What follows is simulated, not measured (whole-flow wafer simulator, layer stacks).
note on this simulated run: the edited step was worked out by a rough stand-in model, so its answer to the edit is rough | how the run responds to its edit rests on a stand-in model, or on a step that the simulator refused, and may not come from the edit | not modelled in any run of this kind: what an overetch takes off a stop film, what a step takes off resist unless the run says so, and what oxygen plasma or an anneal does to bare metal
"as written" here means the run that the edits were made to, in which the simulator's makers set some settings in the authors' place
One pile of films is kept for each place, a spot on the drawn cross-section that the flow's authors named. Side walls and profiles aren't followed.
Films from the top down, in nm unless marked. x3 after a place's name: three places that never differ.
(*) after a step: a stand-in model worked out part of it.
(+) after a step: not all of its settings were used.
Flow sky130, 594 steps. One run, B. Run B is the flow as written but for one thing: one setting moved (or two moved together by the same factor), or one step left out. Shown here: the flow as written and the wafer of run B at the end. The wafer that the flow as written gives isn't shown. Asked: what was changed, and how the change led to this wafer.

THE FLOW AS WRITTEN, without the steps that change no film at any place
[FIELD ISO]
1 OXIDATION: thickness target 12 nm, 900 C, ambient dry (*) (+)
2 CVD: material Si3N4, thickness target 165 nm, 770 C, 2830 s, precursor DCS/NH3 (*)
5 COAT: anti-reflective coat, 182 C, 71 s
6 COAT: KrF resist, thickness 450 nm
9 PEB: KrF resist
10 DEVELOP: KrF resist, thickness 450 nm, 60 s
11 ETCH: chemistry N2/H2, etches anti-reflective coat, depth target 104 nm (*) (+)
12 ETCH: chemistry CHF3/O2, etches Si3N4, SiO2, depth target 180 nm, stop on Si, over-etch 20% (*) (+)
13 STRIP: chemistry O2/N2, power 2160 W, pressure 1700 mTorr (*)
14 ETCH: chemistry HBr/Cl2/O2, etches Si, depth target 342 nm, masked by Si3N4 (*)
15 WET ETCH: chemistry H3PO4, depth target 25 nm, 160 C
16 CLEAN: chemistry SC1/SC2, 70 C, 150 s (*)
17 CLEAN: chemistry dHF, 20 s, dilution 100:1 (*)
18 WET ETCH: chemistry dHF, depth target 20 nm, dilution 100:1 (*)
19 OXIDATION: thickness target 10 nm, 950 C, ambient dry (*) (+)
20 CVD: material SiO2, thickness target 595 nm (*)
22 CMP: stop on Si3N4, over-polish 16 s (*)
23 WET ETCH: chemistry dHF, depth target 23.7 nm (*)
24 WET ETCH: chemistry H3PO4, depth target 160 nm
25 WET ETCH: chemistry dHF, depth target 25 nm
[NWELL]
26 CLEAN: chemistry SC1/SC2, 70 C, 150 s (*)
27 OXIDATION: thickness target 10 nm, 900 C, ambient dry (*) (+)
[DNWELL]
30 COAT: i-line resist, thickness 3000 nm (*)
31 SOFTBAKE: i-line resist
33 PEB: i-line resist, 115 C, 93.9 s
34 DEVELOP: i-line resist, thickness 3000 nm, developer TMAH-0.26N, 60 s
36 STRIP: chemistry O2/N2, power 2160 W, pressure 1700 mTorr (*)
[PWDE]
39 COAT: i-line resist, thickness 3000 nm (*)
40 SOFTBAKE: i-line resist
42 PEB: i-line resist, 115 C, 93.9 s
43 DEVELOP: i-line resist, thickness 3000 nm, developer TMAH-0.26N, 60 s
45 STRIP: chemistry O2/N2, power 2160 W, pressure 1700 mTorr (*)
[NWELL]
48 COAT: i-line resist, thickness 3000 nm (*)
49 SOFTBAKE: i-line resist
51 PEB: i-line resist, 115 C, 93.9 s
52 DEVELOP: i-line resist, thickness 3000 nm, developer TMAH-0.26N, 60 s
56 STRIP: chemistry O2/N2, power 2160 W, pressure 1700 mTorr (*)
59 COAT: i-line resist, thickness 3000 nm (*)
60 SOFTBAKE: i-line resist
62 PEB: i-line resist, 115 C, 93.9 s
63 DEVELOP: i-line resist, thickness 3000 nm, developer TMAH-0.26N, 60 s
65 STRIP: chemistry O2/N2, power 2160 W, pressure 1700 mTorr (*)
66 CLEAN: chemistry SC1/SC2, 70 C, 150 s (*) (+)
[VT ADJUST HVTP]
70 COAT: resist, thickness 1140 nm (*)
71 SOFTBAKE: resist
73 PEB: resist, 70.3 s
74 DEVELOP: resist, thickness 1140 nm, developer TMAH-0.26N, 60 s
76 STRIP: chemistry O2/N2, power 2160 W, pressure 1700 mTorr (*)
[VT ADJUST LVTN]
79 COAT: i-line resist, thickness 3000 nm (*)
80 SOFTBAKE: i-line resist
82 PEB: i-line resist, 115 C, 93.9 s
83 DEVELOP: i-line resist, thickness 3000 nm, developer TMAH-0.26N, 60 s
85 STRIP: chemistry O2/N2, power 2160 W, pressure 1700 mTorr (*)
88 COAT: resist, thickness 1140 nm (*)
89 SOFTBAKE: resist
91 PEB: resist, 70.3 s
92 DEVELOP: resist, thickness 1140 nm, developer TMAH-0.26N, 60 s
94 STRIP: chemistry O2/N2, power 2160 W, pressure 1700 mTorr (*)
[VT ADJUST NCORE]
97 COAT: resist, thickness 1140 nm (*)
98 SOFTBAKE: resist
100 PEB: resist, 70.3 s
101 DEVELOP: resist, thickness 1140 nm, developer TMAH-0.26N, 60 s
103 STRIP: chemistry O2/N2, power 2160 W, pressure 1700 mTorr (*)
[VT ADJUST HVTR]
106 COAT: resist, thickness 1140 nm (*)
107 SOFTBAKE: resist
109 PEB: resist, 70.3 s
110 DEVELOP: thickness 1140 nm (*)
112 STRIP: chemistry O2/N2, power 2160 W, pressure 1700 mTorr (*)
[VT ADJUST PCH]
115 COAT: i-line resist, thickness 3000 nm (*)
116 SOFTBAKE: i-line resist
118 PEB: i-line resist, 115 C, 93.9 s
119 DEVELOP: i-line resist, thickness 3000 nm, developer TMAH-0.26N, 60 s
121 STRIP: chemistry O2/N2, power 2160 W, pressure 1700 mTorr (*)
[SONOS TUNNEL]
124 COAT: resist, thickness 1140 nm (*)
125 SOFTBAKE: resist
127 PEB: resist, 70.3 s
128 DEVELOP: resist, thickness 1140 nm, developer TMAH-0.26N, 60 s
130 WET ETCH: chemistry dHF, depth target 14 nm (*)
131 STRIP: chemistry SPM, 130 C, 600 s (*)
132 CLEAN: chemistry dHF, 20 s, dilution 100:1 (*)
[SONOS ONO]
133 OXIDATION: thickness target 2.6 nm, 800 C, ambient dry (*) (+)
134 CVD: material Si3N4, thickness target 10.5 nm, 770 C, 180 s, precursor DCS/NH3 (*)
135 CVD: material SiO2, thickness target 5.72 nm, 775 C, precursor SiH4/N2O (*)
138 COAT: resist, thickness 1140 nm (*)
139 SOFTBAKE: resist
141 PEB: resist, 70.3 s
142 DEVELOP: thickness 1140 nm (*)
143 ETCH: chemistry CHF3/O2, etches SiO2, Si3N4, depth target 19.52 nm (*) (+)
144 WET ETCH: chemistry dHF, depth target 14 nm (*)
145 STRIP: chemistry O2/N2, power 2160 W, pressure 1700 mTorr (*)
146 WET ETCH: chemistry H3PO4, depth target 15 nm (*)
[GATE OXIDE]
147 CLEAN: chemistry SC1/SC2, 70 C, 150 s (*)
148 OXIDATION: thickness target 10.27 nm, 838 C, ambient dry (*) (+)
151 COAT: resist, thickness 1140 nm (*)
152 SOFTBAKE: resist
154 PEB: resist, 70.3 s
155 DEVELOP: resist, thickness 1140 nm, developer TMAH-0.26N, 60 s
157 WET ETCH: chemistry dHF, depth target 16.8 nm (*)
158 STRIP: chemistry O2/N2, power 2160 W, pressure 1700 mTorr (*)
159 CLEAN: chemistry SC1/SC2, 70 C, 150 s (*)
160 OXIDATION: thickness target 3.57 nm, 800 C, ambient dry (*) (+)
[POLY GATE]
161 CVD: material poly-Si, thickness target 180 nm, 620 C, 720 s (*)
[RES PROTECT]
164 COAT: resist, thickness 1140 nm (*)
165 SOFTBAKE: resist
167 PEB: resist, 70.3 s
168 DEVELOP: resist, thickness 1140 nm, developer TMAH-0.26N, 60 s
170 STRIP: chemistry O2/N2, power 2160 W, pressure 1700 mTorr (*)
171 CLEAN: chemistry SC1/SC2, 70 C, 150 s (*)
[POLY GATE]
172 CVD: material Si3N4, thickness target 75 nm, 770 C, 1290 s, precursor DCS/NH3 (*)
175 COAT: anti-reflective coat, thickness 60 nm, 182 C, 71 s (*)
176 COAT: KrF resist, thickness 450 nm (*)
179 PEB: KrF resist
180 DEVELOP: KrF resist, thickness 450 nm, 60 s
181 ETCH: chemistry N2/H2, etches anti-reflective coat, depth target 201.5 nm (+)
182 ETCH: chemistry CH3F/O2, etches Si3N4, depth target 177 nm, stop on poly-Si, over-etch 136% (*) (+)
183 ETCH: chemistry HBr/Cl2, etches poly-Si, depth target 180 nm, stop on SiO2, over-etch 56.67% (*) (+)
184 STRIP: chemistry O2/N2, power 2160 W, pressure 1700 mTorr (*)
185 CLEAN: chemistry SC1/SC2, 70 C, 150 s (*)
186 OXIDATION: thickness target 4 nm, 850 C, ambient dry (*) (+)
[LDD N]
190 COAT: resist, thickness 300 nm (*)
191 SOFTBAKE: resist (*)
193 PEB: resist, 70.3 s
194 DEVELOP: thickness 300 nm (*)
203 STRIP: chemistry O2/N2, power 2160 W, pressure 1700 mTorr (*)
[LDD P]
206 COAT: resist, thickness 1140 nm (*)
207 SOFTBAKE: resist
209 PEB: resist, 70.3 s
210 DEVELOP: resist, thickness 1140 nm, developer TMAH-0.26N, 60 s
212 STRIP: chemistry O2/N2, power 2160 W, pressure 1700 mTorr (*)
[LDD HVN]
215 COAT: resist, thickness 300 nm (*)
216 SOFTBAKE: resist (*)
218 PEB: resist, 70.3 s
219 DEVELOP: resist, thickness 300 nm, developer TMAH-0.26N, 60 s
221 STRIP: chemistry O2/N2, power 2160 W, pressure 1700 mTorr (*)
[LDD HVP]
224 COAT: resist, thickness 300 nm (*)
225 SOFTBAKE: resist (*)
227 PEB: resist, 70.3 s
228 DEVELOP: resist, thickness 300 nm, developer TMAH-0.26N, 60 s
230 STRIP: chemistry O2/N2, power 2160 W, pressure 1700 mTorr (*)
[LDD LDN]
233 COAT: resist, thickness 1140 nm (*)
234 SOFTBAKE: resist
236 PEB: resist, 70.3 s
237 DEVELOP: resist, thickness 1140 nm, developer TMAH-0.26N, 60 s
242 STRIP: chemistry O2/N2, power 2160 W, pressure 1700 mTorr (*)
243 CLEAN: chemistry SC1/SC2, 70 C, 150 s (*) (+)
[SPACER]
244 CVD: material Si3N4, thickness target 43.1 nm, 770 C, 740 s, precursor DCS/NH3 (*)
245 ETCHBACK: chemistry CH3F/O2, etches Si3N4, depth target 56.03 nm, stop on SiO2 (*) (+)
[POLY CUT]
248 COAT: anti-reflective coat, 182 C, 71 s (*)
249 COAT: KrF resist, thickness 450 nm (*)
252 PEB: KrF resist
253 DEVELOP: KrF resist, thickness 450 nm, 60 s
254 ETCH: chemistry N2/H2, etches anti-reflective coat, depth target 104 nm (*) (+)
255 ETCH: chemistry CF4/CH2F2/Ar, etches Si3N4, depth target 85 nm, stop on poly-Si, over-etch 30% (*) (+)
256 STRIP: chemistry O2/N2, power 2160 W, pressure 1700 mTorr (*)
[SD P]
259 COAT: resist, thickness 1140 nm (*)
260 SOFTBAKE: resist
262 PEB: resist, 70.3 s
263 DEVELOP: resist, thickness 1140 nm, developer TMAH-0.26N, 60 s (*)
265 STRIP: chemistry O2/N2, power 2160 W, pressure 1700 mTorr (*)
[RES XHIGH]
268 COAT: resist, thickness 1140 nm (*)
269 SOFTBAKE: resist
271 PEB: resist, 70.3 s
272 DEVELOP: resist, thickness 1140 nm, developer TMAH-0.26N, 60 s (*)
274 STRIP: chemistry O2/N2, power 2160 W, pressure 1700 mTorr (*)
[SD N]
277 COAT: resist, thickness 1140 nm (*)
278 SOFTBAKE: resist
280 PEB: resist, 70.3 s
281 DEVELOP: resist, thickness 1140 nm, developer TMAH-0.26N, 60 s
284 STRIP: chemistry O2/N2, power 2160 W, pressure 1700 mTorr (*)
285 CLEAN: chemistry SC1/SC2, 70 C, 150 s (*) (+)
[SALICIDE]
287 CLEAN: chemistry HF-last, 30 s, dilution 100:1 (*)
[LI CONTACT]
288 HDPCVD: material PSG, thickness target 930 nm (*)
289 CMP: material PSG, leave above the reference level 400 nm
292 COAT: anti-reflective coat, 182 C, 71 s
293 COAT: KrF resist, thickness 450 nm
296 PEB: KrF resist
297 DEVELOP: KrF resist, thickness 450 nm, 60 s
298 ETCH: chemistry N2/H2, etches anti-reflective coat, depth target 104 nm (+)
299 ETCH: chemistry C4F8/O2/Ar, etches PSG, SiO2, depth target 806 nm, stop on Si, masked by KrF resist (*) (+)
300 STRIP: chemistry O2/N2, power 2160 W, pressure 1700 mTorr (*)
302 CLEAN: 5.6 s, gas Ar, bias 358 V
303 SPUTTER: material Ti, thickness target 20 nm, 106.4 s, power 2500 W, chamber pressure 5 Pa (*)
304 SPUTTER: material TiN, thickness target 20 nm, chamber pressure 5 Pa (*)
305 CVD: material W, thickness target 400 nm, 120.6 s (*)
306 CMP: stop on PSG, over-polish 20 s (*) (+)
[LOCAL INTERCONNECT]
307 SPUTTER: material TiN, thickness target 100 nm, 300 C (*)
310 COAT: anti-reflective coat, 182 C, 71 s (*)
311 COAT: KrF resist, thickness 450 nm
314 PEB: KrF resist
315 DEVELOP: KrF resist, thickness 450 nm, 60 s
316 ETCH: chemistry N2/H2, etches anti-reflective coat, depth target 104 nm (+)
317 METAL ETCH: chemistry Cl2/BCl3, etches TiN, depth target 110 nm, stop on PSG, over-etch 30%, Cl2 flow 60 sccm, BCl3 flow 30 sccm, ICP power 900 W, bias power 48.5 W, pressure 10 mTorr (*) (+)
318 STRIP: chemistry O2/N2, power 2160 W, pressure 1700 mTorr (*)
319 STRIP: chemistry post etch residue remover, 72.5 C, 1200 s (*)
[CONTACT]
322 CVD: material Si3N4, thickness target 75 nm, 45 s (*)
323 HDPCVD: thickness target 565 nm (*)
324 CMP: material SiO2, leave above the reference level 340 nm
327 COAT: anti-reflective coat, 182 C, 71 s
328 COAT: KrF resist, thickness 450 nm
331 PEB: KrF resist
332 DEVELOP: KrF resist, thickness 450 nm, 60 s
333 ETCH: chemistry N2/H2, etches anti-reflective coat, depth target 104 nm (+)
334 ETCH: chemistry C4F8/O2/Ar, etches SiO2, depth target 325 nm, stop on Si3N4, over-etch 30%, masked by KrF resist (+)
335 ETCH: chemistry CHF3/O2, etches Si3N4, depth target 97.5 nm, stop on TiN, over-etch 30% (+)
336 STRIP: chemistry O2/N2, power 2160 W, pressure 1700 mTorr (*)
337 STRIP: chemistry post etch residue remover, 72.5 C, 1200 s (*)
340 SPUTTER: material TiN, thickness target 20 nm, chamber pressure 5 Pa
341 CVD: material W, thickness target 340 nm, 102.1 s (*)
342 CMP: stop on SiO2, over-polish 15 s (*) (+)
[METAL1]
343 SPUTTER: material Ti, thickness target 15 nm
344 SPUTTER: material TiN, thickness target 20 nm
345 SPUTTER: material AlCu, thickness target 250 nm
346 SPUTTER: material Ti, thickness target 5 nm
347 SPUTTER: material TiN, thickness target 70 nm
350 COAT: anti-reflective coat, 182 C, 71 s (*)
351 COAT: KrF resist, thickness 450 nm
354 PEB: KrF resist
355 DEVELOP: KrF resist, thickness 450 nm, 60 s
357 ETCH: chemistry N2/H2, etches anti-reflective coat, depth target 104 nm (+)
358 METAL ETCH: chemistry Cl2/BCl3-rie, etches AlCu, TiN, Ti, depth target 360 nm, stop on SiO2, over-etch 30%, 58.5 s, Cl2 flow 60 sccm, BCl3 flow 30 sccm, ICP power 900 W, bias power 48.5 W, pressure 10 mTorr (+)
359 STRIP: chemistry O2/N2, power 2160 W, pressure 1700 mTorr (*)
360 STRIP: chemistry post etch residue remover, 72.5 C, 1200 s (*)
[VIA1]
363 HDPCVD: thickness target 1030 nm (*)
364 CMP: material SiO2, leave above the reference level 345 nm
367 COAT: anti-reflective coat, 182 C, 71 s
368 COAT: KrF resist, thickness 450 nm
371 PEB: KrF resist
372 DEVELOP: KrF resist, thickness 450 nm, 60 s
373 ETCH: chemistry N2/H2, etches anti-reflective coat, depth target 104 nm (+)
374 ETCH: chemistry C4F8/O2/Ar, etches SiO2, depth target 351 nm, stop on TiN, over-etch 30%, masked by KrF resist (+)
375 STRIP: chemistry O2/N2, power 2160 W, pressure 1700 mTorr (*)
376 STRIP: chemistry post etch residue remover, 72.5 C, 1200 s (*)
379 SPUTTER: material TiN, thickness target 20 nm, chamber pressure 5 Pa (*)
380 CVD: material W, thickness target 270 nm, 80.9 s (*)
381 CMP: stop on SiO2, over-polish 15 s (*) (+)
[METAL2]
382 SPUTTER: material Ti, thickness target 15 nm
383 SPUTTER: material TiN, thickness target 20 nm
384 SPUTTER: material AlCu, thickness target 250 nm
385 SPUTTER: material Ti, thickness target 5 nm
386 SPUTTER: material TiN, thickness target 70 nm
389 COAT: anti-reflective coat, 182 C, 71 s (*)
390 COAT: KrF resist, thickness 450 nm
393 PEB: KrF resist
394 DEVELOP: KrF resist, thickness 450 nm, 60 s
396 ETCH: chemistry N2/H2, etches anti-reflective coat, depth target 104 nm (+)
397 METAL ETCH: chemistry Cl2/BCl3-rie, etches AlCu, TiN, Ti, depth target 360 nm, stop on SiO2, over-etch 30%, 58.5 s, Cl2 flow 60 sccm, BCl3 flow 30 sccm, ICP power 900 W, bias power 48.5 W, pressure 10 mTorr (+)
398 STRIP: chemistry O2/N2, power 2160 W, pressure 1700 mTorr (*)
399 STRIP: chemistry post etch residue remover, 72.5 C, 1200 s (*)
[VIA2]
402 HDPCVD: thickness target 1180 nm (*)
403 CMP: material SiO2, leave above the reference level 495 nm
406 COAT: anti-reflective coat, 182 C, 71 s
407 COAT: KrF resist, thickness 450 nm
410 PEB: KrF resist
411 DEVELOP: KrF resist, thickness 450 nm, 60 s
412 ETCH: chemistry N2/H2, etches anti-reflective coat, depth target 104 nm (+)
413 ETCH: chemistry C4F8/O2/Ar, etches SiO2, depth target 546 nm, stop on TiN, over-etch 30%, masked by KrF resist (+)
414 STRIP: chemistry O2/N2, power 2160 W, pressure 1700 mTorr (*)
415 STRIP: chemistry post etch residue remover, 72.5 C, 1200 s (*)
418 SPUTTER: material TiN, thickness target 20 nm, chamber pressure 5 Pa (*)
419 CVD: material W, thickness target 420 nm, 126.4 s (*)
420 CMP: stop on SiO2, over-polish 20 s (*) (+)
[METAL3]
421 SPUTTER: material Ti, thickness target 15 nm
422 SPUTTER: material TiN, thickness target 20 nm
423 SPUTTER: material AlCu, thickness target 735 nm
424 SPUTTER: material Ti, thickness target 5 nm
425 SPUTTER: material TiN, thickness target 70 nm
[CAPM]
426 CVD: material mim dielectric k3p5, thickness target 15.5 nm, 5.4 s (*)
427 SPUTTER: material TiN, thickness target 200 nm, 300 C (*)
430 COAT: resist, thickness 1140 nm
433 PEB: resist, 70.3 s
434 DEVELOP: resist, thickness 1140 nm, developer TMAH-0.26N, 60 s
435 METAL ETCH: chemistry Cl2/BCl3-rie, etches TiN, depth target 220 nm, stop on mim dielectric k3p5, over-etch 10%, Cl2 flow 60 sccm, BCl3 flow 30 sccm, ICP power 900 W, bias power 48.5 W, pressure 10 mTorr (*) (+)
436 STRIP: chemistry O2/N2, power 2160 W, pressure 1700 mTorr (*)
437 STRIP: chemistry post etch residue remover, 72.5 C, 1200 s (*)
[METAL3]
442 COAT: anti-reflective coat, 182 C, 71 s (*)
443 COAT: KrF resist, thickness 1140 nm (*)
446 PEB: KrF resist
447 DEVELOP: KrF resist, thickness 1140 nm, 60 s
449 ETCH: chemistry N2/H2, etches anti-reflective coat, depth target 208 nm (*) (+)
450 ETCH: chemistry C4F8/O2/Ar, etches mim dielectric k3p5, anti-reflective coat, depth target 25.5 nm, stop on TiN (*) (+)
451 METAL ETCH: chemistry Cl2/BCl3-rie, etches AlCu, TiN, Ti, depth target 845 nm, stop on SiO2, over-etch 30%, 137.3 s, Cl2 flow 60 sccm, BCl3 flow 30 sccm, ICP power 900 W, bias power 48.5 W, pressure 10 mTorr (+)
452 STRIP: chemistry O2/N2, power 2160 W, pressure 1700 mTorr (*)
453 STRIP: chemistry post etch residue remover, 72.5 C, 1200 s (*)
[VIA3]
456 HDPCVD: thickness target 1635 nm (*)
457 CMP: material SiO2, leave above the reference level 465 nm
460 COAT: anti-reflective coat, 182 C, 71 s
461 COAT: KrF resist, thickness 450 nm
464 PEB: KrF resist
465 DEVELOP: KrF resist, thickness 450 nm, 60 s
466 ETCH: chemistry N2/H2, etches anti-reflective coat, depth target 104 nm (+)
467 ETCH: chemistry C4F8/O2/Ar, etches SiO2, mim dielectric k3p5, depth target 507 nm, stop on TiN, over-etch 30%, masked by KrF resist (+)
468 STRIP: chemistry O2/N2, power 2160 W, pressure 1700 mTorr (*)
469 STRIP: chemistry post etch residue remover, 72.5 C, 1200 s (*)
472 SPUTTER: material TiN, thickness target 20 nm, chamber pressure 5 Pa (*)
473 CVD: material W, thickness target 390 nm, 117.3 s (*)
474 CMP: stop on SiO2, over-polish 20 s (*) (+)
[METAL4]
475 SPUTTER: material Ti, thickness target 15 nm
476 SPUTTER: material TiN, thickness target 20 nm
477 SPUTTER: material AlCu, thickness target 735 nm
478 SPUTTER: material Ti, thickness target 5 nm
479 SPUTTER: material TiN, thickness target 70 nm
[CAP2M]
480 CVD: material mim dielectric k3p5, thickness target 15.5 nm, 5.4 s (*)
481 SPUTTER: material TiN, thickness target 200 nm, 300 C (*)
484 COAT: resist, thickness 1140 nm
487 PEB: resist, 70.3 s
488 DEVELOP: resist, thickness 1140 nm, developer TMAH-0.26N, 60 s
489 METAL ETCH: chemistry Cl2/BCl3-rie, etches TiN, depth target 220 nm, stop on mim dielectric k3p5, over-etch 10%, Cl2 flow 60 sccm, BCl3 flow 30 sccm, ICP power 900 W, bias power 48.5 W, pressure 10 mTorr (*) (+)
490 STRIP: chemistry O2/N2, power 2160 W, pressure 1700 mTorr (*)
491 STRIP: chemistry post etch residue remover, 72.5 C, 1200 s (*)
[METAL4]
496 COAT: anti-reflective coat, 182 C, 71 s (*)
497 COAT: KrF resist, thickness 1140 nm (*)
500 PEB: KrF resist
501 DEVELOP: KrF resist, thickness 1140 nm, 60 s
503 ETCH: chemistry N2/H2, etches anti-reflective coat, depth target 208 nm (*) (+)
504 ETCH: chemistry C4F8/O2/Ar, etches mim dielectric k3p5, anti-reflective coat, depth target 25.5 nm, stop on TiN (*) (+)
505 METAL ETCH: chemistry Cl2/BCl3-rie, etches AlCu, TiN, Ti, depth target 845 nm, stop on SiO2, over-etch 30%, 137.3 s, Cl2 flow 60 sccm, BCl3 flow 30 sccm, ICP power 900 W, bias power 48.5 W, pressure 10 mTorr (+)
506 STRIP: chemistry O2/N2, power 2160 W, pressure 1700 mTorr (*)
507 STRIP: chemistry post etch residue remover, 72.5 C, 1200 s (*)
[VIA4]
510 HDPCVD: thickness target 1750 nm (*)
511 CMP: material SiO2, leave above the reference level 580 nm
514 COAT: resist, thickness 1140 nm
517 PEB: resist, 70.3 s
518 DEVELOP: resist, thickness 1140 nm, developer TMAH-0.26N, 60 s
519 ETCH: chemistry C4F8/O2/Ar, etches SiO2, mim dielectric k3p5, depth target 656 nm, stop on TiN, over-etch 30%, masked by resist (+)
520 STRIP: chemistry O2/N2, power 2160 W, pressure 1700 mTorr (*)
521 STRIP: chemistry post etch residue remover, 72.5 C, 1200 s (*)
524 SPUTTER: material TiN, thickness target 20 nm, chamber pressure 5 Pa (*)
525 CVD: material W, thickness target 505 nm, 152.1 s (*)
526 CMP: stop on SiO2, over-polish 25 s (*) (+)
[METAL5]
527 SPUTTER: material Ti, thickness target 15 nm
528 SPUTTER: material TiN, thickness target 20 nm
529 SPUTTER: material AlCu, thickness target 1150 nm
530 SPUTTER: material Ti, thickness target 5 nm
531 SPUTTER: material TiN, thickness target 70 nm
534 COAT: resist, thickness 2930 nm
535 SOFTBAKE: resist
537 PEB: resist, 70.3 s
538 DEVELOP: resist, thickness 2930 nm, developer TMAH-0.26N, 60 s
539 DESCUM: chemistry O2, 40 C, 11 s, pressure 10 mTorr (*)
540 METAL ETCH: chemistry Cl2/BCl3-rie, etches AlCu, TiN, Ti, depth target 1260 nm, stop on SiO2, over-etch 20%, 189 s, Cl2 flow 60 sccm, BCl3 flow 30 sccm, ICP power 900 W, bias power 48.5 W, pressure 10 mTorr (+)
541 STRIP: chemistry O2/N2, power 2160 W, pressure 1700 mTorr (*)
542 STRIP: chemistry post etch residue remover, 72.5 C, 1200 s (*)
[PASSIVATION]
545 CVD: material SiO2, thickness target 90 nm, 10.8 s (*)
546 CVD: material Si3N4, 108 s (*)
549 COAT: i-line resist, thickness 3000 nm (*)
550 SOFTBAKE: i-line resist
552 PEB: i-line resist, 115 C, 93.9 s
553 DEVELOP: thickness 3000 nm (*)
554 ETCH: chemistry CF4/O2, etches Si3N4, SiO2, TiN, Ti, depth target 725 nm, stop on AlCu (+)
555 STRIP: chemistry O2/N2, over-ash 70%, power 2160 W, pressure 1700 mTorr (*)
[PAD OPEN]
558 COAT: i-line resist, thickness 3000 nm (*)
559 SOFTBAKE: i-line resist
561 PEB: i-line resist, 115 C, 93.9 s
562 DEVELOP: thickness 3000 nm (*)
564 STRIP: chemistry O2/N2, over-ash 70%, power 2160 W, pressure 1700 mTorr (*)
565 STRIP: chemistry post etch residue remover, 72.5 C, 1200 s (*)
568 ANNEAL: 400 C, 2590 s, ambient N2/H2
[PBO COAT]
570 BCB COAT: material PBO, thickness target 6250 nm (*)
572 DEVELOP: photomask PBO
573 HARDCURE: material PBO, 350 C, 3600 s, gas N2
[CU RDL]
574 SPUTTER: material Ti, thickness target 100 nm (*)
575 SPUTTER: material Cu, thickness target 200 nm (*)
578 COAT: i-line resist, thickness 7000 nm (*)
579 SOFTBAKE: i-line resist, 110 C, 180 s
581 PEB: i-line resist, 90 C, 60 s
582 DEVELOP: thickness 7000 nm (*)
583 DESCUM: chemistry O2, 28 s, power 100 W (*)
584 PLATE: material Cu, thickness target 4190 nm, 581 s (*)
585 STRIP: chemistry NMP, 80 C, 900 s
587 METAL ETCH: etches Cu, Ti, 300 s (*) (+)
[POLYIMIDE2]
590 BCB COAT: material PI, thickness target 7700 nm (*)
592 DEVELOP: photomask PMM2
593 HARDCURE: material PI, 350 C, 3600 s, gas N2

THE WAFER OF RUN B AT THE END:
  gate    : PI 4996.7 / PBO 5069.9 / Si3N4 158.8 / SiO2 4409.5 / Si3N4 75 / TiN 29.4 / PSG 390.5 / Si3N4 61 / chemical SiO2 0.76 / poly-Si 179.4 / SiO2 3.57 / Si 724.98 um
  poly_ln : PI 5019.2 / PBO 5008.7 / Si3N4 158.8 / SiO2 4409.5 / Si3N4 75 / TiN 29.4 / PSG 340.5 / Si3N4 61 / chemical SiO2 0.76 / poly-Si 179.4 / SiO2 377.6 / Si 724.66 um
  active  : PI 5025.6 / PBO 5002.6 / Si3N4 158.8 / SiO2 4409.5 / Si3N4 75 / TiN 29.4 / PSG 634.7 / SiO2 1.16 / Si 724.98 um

The cause: step 317, METAL ETCH: depth target 68.8 nm was run, where the flow has depth target 110 nm.

How the change led to this, step by step:
  317 METAL ETCH: chemistry Cl2/BCl3, etches TiN, depth target 110 nm, stop on PSG, over-etch 30%, Cl2 flow 60 sccm, BCl3 flow 30 sccm, ICP power 900 W, bias power 48.5 W, pressure 10 mTorr (*) (+)
      field, active, gate and 88 more: TiN -68.8 (as written it would be: TiN -98.7 (all of it))
      n_well, p_well, gate_hv and 97 more: KrF resist -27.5 (as written it would be: KrF resist -44)
  318 STRIP: chemistry O2/N2, power 2160 W, pressure 1700 mTorr (*)
      n_well, p_well, gate_hv and 93 more: KrF resist -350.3 (all of it), anti-reflective coat -80 (all of it) (as written it would be: KrF resist -333.8 (all of it), anti-reflective coat -80 (all of it))
      poly_licon, ndiff_licon, rpo_hd_licon: KrF resist -350.4 (all of it), anti-reflective coat -80.5 (all of it) (as written it would be: KrF resist -333.9 (all of it), anti-reflective coat -80.5 (all of it))
      (and at 1 more place)
  324 CMP: material SiO2, leave above the reference level 340 nm
      field, active, gate and 88 more: SiO2 -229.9 (as written it would be: SiO2 -200.4)
Counting metal films that touch as one body, gate has 1 body; the flow as written gives 0 bodies.
Counting metal films that touch as one body, poly_ln has 1 body; the flow as written gives 0 bodies.
Counting metal films that touch as one body, active has 1 body; the flow as written gives 0 bodies.
